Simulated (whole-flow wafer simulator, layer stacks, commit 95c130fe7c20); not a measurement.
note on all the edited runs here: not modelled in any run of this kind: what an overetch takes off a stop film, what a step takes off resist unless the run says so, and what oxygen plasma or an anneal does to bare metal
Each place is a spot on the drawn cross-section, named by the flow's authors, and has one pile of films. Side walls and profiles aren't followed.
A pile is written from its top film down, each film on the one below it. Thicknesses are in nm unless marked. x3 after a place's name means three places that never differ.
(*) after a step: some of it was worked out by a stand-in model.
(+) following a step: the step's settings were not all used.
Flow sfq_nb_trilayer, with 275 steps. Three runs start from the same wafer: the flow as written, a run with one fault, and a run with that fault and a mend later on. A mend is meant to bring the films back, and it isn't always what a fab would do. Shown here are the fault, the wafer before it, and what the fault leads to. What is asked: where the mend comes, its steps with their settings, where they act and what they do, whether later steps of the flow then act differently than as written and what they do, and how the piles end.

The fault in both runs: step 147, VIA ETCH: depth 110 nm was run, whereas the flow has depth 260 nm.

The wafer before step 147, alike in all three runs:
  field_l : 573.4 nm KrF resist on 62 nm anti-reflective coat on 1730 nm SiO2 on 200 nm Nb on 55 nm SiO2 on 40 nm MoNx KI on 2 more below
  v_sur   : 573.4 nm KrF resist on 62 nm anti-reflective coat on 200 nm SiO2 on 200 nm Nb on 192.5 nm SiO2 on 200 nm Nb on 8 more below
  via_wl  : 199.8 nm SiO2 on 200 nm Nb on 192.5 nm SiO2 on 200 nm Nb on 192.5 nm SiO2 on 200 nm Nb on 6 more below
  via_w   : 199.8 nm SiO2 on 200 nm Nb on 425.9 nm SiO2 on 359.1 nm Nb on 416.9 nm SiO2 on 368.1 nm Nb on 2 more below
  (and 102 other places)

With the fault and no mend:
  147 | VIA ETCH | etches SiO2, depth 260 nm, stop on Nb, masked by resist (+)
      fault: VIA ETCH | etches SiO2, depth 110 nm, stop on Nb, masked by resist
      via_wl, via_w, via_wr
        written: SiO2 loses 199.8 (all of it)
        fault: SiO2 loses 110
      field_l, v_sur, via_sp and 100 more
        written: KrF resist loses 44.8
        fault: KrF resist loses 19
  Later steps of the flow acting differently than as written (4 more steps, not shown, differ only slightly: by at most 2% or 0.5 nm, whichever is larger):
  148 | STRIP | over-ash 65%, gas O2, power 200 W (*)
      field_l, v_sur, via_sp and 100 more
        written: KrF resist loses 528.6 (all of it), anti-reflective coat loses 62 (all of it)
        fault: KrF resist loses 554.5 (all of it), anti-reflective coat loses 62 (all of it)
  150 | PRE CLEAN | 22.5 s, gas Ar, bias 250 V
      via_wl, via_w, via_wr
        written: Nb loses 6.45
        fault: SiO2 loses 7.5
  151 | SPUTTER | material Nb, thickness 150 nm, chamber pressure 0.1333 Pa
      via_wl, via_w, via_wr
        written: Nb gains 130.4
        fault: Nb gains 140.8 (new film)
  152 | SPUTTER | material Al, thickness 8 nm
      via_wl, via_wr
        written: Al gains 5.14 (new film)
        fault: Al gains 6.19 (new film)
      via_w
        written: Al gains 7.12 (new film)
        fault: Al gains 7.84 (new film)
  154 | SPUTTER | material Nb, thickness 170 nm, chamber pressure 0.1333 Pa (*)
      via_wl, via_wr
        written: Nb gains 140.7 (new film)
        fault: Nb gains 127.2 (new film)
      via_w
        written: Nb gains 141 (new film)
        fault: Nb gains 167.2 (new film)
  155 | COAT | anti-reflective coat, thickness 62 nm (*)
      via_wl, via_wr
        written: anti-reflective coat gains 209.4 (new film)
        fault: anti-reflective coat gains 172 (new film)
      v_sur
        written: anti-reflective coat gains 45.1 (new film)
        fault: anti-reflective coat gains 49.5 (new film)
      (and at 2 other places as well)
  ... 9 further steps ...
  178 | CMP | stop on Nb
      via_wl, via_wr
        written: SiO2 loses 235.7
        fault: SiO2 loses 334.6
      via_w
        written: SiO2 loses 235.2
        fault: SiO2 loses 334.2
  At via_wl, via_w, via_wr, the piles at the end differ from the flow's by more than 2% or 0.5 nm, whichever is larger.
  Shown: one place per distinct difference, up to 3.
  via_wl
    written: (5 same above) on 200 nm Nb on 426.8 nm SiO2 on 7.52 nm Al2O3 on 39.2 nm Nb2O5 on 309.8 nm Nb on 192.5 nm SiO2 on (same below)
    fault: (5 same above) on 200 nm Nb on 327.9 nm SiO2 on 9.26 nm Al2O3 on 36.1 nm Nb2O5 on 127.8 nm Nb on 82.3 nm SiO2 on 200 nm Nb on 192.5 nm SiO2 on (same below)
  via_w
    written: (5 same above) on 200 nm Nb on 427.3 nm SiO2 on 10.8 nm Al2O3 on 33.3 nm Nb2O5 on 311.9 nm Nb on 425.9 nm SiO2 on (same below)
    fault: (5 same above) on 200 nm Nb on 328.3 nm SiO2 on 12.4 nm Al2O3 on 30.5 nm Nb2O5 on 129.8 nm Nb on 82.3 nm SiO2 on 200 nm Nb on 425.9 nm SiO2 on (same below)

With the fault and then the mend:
  The mend stands after step 147.
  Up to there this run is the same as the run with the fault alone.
  147a | VIA ETCH | etches SiO2, depth 150 nm, stop on Nb, masked by resist (+) (a further turn of the flow's step 147, with different settings)
      field_l, v_sur, via_sp and 100 more
        KrF resist loses 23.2
      via_wl, via_w, via_wr
        SiO2 loses 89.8 (all of it)
  Every later step of the flow that is run acts as written, at every place that is followed, to within 2% or 0.5 nm, whichever is larger.
  By the end, the piles equal the flow's at every place that both follow.
